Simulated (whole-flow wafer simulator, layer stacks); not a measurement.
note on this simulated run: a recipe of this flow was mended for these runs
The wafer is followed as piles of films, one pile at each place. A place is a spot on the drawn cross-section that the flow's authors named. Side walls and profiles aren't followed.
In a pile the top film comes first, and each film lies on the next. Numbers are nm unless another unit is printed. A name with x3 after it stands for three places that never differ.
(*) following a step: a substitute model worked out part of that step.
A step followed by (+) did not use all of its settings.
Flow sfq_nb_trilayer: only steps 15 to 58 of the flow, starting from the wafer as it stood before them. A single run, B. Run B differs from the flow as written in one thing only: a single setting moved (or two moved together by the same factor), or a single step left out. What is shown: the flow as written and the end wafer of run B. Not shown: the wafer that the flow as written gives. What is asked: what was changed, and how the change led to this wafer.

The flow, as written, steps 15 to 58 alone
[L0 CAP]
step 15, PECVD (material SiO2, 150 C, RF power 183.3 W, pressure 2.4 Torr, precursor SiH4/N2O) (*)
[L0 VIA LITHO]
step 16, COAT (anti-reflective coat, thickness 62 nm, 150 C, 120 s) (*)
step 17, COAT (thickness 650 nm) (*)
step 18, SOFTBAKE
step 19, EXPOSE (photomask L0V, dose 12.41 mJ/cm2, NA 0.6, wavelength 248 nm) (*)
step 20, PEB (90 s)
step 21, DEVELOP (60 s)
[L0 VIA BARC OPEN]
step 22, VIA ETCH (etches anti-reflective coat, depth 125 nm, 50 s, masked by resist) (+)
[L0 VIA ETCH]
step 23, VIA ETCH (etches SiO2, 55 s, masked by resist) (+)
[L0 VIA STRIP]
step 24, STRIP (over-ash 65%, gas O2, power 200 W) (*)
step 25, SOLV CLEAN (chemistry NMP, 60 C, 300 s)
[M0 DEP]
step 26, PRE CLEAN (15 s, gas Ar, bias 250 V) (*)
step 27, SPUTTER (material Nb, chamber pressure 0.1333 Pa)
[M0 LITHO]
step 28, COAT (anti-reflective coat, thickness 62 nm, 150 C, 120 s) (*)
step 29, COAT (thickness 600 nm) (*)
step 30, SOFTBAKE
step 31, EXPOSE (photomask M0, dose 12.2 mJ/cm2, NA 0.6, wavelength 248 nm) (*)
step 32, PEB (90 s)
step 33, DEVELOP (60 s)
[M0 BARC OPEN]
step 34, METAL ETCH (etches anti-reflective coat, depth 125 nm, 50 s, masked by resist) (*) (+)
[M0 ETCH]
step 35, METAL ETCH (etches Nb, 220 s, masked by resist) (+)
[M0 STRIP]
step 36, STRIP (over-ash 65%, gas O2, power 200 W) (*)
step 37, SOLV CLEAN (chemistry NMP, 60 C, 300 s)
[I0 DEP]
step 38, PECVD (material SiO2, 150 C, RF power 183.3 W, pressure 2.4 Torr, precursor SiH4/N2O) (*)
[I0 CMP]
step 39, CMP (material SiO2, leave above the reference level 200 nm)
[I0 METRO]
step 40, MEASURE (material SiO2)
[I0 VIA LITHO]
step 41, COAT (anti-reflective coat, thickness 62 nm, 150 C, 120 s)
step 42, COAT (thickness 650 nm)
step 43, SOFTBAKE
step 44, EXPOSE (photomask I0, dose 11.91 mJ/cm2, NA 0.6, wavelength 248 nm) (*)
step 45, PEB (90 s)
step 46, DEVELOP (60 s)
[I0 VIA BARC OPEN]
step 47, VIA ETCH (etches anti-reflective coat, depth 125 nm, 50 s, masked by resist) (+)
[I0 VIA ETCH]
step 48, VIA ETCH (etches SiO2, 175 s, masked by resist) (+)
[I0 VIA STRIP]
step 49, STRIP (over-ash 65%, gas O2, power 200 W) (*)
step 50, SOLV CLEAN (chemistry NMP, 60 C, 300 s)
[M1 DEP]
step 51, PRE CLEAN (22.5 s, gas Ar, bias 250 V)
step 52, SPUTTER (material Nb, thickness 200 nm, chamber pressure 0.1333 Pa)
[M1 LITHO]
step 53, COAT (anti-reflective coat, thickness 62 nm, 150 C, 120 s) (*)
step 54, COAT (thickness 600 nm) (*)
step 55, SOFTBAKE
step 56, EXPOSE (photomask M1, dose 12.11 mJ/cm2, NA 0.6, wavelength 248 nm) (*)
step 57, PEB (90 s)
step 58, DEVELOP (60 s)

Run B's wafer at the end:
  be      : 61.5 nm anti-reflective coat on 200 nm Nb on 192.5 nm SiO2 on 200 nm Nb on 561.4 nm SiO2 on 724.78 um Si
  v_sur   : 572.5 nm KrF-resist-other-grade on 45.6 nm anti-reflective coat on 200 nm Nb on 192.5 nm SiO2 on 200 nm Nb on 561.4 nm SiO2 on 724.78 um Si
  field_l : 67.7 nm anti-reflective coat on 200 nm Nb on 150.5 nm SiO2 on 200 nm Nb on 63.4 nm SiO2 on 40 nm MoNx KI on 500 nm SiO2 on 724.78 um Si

The reason: step 15, PECVD: RF power 247.9 W was run, whereas the flow has RF power 183.3 W.

Step by step, how the change led to this:
  step 15, PECVD (material SiO2, 150 C, RF power 183.3 W, pressure 2.4 Torr, precursor SiH4/N2O) (*)
      v_sur, via_wl, via_w and 97 more: SiO2 gains 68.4 (it would be, as written: SiO2 gains 60)
      field_l, l0_sur, l0v, l0r_line_l, l0r_line_c, l0r_line_r: SiO2 gains 68.4 (new film) (it would be, as written: SiO2 gains 60 (new film))
  step 23, VIA ETCH (etches SiO2, 55 s, masked by resist) (+)
      l0v: SiO2 loses 68 (all of it), MoNx KI loses 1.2 (it would be, as written: SiO2 loses 59.7 (all of it), MoNx KI loses 2.03)
  step 28, COAT (anti-reflective coat, thickness 62 nm, 150 C, 120 s) (*)
      l0_sur: anti-reflective coat gains 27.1 (new film) (it would be, as written: anti-reflective coat gains 29.3 (new film))
      l0v: anti-reflective coat gains 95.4 (new film) (it would be, as written: anti-reflective coat gains 92.5 (new film))
  step 36, STRIP (over-ash 65%, gas O2, power 200 W) (*)
      l0_sur: KrF-resist-other-grade loses 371 (all of it), anti-reflective coat loses 27.1 (all of it) (it would be, as written: KrF-resist-other-grade loses 370 (all of it), anti-reflective coat loses 29.3 (all of it))
      l0v: KrF-resist-other-grade loses 378.4 (all of it), anti-reflective coat loses 95.4 (all of it) (it would be, as written: KrF-resist-other-grade loses 374.1 (all of it), anti-reflective coat loses 92.5 (all of it))
  step 39, CMP (material SiO2, leave above the reference level 200 nm)
      l0v: SiO2 loses 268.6 (it would be, as written: SiO2 loses 277.4)
